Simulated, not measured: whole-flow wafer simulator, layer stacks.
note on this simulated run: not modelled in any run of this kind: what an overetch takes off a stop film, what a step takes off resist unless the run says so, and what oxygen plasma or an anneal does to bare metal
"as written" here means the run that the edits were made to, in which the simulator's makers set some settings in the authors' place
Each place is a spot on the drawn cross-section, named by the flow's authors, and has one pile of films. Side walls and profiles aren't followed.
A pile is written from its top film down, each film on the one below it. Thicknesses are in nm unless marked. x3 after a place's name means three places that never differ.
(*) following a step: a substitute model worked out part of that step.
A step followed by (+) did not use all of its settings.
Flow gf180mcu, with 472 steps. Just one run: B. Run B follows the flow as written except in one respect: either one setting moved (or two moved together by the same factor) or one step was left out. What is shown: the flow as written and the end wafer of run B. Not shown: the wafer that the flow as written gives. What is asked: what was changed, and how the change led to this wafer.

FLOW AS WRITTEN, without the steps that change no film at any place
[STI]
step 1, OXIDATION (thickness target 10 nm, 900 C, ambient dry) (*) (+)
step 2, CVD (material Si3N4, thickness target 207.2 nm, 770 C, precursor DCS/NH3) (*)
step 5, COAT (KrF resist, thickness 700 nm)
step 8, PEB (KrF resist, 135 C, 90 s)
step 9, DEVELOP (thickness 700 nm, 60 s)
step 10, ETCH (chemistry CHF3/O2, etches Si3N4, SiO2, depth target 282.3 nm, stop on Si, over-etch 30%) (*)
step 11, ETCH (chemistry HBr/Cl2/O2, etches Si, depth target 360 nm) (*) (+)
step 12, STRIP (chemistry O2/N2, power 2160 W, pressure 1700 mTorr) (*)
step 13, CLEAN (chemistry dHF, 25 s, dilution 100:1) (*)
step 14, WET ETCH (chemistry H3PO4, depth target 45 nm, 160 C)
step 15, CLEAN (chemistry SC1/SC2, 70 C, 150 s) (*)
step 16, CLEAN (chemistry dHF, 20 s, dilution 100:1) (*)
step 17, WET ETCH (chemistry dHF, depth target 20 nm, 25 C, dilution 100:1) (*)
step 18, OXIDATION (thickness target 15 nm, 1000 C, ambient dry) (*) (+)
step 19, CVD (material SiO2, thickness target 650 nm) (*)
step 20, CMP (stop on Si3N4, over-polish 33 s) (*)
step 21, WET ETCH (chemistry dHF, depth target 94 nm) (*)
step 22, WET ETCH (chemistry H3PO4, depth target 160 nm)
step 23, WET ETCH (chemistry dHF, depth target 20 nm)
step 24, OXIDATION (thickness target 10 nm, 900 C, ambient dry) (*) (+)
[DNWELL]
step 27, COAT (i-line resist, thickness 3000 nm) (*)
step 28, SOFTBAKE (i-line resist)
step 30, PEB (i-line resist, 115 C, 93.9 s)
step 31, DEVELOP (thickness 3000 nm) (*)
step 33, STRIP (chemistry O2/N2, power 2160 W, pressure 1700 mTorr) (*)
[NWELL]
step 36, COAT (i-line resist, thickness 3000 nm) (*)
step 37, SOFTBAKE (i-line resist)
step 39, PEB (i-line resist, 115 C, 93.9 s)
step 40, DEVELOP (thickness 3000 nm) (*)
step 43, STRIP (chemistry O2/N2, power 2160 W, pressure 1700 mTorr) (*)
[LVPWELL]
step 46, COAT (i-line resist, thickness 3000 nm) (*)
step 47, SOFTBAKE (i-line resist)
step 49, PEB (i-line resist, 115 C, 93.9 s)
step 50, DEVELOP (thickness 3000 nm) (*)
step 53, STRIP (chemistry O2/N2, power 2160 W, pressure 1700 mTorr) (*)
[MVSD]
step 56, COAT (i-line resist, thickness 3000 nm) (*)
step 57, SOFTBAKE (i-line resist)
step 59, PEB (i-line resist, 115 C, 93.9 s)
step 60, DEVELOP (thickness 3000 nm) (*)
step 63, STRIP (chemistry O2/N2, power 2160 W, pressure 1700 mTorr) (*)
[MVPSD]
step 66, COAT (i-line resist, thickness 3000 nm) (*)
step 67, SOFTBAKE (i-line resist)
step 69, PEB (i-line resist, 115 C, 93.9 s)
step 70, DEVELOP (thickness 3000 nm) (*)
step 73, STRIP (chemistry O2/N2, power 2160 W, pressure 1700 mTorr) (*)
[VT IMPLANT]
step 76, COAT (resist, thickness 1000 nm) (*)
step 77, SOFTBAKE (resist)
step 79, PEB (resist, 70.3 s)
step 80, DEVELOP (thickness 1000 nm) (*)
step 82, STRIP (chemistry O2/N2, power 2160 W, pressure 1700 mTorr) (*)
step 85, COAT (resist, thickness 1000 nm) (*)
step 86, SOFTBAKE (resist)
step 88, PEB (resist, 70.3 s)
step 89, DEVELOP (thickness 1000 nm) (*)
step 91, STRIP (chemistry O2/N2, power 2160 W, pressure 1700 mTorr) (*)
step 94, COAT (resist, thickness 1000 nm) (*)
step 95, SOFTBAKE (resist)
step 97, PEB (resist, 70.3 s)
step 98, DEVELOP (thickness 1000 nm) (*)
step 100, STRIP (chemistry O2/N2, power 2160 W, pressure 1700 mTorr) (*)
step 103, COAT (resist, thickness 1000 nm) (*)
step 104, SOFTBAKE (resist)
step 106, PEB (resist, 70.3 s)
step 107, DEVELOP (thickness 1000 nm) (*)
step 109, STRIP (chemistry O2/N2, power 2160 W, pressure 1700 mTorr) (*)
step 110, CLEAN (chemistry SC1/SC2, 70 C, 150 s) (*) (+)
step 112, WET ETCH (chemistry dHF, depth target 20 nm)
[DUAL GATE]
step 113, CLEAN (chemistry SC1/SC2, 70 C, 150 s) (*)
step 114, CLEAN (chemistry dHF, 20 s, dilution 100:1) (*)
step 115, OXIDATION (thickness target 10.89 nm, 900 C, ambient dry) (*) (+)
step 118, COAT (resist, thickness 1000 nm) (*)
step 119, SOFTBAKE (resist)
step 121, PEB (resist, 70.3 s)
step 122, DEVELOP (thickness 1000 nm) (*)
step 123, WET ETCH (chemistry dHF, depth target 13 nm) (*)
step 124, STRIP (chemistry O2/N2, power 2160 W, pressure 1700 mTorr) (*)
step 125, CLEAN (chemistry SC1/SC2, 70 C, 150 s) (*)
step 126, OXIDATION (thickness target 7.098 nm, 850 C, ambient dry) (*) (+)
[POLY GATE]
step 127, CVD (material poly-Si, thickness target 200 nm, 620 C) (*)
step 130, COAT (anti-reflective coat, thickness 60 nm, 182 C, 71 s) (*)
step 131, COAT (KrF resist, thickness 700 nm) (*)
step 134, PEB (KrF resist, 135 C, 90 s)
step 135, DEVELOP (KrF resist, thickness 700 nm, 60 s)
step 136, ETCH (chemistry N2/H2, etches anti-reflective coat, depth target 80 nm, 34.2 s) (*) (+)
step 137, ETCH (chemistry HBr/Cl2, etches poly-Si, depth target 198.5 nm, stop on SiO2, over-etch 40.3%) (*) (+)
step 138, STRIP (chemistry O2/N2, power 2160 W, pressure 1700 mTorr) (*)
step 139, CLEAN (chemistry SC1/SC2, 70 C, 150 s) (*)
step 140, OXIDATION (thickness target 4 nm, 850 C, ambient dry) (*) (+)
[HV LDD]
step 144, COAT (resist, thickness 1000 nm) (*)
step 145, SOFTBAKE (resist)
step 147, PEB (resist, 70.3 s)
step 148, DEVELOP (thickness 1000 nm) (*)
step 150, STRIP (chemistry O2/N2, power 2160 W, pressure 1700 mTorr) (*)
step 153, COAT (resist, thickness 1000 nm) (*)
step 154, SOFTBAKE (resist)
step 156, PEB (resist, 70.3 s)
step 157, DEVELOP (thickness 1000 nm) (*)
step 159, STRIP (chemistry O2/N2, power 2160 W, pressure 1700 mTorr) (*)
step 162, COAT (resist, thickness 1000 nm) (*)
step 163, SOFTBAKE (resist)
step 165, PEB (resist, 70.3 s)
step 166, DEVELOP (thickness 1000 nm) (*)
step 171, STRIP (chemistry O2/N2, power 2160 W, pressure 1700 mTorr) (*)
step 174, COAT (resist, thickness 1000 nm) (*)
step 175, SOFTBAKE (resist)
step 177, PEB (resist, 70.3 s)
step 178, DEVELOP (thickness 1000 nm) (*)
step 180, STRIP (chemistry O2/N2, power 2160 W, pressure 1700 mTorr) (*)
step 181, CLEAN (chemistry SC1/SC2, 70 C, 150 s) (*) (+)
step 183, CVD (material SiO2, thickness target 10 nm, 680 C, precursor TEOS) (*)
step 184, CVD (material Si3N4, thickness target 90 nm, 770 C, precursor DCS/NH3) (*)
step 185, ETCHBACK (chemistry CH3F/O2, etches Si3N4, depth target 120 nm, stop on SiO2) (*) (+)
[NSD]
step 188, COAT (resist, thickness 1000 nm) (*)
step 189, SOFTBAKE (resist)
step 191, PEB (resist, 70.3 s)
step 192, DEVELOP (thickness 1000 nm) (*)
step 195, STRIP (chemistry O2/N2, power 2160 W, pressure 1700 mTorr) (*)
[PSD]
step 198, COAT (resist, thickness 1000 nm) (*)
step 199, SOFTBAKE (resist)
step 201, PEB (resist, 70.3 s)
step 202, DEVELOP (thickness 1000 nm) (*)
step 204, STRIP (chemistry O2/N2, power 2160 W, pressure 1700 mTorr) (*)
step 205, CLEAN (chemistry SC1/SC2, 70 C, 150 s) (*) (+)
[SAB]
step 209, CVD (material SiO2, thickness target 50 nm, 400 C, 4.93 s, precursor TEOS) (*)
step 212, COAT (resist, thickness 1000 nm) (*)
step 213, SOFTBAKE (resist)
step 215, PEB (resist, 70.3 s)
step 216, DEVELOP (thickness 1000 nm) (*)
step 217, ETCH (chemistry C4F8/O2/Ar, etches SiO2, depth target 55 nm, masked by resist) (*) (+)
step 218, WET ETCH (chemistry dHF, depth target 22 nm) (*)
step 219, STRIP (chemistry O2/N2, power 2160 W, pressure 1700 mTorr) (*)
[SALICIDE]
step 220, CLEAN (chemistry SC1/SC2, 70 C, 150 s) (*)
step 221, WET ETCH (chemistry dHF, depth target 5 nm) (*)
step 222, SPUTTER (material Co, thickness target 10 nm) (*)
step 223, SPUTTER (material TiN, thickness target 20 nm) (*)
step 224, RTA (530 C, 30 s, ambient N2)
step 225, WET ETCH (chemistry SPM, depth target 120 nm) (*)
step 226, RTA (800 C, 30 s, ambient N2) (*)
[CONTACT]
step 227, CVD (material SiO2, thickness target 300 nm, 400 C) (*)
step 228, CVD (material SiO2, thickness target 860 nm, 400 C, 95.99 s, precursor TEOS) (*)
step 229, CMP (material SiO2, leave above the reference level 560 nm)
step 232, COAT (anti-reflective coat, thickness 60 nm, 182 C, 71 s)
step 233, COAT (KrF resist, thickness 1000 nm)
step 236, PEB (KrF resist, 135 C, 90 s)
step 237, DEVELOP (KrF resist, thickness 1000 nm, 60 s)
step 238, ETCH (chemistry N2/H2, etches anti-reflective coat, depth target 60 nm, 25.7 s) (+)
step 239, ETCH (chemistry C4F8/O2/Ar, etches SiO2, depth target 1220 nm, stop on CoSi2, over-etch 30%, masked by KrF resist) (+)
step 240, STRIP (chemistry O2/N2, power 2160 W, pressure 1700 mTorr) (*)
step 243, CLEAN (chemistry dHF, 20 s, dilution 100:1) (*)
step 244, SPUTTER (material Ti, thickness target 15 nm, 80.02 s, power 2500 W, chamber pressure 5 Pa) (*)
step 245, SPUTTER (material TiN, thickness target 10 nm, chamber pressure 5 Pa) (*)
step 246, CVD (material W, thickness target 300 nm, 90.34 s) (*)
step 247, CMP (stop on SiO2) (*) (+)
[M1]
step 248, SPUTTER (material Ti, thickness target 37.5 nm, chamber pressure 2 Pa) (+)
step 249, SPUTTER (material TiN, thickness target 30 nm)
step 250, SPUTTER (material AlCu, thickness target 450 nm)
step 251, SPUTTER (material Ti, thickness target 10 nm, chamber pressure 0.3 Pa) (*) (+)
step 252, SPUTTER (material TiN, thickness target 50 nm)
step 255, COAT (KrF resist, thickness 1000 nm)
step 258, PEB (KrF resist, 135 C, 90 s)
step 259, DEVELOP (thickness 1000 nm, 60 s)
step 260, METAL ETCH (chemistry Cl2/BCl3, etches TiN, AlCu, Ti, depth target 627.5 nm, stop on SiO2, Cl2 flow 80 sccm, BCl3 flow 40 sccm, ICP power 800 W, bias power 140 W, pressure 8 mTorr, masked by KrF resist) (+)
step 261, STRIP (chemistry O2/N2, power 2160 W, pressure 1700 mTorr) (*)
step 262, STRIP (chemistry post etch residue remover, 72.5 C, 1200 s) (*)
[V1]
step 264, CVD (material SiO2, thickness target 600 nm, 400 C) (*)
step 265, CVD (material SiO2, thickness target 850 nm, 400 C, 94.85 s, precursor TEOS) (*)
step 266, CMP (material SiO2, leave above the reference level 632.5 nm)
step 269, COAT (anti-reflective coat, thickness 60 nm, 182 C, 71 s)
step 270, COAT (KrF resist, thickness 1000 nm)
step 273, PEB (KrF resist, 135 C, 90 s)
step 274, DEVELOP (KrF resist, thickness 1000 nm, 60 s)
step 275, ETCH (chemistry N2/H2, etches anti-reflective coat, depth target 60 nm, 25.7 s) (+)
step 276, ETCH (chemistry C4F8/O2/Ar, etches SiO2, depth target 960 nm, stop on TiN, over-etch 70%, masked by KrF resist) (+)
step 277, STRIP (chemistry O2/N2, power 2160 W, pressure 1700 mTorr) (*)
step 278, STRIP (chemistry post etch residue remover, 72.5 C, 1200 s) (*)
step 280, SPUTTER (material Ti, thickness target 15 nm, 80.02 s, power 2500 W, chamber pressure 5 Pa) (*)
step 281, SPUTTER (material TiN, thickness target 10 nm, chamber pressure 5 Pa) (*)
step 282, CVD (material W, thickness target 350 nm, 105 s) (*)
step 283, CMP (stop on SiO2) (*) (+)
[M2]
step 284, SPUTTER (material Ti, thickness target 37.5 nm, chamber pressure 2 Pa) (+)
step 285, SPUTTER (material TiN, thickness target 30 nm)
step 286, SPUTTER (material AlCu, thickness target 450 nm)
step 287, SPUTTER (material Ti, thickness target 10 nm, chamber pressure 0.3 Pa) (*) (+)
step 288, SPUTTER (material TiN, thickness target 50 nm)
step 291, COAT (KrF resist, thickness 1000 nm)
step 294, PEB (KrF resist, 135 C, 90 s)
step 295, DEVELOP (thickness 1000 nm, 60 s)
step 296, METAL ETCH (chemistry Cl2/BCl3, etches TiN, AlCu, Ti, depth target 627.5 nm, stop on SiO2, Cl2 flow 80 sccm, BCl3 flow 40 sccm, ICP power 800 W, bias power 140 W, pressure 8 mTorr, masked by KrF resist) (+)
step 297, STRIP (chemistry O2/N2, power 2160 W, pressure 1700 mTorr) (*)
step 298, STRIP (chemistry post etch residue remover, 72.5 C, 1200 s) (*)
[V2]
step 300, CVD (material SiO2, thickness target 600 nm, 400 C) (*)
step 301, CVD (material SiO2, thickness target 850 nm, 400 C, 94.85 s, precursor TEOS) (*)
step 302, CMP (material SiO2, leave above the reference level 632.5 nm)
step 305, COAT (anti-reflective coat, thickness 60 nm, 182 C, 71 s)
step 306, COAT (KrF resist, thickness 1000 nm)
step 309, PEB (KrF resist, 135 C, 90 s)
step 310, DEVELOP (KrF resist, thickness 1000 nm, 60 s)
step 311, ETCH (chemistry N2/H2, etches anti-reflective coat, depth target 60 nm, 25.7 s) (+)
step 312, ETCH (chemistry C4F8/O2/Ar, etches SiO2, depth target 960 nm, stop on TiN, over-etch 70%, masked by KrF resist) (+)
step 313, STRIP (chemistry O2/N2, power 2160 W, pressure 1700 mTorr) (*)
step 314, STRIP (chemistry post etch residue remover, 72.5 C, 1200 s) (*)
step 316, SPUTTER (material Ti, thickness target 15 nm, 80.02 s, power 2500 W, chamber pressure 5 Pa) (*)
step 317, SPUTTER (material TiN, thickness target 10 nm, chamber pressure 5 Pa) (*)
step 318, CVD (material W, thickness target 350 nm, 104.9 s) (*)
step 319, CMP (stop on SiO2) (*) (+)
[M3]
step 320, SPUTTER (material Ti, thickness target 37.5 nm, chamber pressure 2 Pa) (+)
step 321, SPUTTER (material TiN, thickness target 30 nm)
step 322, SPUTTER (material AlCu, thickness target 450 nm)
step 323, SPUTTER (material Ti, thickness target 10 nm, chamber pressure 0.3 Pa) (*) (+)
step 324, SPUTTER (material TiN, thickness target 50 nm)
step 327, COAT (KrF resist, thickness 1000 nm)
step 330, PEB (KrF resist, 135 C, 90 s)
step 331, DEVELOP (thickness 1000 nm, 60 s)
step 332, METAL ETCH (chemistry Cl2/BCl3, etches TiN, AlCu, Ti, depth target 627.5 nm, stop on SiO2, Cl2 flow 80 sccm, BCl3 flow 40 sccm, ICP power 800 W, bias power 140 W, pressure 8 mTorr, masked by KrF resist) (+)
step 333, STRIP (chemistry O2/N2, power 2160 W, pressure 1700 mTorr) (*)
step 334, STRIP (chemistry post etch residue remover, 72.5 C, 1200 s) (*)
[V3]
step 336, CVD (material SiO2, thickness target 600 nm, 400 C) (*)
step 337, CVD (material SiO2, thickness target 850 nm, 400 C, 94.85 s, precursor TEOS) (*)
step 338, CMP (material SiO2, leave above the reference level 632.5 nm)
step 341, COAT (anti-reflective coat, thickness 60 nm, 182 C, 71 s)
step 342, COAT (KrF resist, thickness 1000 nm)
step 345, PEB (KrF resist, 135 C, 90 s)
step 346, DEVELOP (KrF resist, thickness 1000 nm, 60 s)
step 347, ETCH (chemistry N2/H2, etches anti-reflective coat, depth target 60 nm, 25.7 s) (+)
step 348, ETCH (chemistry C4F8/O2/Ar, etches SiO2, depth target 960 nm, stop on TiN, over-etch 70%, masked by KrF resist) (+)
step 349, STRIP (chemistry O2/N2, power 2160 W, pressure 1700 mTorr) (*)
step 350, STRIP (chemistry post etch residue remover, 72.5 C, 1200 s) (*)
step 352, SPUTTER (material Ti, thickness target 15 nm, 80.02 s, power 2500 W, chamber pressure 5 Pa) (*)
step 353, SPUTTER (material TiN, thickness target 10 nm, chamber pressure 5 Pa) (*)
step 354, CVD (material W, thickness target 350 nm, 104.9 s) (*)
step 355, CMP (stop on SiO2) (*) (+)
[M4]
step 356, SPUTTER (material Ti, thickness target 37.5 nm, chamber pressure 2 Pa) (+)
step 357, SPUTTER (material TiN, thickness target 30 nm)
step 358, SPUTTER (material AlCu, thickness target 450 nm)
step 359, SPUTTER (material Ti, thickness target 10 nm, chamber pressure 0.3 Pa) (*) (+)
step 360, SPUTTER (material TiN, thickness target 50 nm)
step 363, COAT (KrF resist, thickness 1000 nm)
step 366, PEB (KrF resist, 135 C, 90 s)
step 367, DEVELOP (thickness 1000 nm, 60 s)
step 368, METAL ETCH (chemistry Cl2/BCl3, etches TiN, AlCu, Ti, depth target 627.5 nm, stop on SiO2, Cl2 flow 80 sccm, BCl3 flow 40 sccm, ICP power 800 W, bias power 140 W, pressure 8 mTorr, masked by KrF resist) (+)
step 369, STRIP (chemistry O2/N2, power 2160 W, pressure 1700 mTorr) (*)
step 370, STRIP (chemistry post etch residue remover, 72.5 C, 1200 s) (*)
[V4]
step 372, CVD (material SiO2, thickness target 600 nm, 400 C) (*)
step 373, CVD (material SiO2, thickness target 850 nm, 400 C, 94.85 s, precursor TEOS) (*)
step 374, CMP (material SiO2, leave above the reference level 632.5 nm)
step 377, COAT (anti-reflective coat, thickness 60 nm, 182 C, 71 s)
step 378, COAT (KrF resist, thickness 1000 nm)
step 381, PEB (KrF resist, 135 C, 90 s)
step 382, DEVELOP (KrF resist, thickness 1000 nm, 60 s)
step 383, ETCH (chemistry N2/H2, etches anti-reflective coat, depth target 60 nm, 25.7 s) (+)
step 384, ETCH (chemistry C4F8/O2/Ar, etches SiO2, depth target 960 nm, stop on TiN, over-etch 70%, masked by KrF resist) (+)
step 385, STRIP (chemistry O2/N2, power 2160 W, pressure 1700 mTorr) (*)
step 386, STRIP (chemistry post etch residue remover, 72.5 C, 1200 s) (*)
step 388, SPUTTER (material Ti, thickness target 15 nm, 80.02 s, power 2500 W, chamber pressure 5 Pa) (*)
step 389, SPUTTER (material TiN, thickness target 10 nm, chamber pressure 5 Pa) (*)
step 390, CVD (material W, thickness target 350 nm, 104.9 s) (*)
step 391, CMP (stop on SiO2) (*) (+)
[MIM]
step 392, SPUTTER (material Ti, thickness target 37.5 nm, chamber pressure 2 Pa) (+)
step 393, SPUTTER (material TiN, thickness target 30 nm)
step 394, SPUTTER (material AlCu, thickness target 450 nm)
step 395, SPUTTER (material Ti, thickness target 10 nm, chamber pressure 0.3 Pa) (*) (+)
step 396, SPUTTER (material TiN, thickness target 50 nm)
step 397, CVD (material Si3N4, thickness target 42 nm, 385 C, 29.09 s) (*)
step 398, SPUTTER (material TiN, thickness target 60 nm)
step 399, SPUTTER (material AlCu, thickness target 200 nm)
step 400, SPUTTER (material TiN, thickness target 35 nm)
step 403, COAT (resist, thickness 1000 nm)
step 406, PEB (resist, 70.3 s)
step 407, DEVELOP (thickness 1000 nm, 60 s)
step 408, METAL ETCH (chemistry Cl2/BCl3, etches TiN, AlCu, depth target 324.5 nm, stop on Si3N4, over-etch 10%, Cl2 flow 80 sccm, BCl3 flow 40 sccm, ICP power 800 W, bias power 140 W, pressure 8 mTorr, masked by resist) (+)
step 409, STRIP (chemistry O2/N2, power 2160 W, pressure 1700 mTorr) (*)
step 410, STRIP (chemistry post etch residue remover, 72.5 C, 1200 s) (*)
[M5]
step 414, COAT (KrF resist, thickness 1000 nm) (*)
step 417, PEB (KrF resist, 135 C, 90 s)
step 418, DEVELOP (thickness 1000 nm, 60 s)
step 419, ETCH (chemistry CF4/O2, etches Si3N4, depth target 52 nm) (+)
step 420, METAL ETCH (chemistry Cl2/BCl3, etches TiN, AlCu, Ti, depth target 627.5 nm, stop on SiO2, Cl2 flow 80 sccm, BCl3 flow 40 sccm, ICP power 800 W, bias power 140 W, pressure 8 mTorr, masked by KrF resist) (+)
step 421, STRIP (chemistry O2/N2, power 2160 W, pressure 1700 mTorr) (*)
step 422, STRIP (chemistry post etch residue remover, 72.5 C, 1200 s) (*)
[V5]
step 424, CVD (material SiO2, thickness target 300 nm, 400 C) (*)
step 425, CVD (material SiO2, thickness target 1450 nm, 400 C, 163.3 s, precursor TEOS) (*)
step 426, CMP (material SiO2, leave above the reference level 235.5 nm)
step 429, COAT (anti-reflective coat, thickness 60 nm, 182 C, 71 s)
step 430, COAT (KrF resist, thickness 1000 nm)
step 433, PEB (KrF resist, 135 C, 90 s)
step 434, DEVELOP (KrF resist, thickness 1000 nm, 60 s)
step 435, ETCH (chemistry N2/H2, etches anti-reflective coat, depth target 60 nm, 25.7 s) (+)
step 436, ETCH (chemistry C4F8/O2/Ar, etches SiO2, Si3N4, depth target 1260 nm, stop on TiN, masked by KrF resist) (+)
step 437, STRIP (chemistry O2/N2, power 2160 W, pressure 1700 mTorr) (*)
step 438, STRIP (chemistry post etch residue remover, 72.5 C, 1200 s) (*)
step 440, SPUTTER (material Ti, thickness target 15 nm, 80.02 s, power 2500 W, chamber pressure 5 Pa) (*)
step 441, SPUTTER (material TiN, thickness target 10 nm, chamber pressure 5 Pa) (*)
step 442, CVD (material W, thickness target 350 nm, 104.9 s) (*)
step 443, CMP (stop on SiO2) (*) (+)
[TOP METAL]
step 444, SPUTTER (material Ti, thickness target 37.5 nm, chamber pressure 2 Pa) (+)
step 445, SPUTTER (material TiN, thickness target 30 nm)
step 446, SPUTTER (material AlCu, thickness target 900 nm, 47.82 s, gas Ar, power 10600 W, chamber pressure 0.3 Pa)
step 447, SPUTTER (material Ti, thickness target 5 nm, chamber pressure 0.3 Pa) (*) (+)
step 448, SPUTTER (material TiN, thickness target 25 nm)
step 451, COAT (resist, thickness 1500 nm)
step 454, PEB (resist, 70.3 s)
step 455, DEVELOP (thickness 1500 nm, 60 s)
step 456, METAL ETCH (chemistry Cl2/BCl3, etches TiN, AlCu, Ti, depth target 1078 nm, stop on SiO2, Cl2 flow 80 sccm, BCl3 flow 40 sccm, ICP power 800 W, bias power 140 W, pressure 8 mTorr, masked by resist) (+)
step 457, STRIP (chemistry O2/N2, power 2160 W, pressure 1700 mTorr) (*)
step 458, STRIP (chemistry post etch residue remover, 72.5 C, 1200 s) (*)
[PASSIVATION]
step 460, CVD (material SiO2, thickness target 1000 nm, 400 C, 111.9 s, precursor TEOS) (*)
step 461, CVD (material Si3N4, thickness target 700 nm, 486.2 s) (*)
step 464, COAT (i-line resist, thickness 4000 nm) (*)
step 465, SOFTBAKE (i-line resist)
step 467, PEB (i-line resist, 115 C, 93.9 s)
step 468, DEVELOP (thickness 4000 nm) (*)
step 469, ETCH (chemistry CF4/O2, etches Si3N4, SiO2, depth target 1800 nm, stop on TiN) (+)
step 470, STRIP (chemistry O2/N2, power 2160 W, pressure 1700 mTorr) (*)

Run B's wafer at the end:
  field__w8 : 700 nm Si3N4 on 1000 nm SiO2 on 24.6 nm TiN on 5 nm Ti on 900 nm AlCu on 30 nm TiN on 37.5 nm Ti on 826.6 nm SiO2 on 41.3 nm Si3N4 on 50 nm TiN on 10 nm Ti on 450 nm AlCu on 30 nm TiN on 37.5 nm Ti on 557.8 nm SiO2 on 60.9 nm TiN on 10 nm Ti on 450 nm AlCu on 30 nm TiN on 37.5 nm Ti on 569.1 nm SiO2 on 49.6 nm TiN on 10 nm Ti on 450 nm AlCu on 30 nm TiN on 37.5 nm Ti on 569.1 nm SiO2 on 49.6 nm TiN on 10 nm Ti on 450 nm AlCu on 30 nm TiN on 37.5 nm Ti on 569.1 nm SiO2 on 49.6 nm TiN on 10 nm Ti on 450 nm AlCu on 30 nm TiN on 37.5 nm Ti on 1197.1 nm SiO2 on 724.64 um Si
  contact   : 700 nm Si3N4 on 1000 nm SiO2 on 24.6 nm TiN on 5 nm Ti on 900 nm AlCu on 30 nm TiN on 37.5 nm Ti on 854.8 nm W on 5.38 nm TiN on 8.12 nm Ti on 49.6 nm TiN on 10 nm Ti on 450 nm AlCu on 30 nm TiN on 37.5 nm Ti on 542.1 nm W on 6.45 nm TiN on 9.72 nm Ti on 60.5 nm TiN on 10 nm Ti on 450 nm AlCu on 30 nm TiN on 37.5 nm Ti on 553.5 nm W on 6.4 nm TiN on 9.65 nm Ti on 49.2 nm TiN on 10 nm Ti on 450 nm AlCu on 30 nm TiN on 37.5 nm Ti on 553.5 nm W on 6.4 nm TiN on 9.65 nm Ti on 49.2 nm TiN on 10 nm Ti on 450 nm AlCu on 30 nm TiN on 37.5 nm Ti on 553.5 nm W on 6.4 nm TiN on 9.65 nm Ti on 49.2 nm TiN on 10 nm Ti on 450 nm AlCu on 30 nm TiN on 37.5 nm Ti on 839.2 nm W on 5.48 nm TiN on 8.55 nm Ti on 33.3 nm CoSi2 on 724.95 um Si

What caused this: step 360, SPUTTER: thickness target 61.3 nm was run, while the flow as written has thickness target 50 nm.

The path from the change to this, step by step:
  step 360, SPUTTER (material TiN, thickness target 50 nm)
      field, field__w1, field__w2 and 108 more: +61.3 TiN (new film) (it would be, as written: +50 TiN (new film))
  step 368, METAL ETCH (chemistry Cl2/BCl3, etches TiN, AlCu, Ti, depth target 627.5 nm, stop on SiO2, Cl2 flow 80 sccm, BCl3 flow 40 sccm, ICP power 800 W, bias power 140 W, pressure 8 mTorr, masked by KrF resist) (+)
      field, field__w1, field__w2 and 103 more: -61.3 TiN (all of it), -10 Ti (all of it), -450 AlCu (all of it), -30 TiN (all of it), -37.5 Ti (all of it) (it would be, as written: -50 TiN (all of it), -10 Ti (all of it), -450 AlCu (all of it), -30 TiN (all of it), -37.5 Ti (all of it))
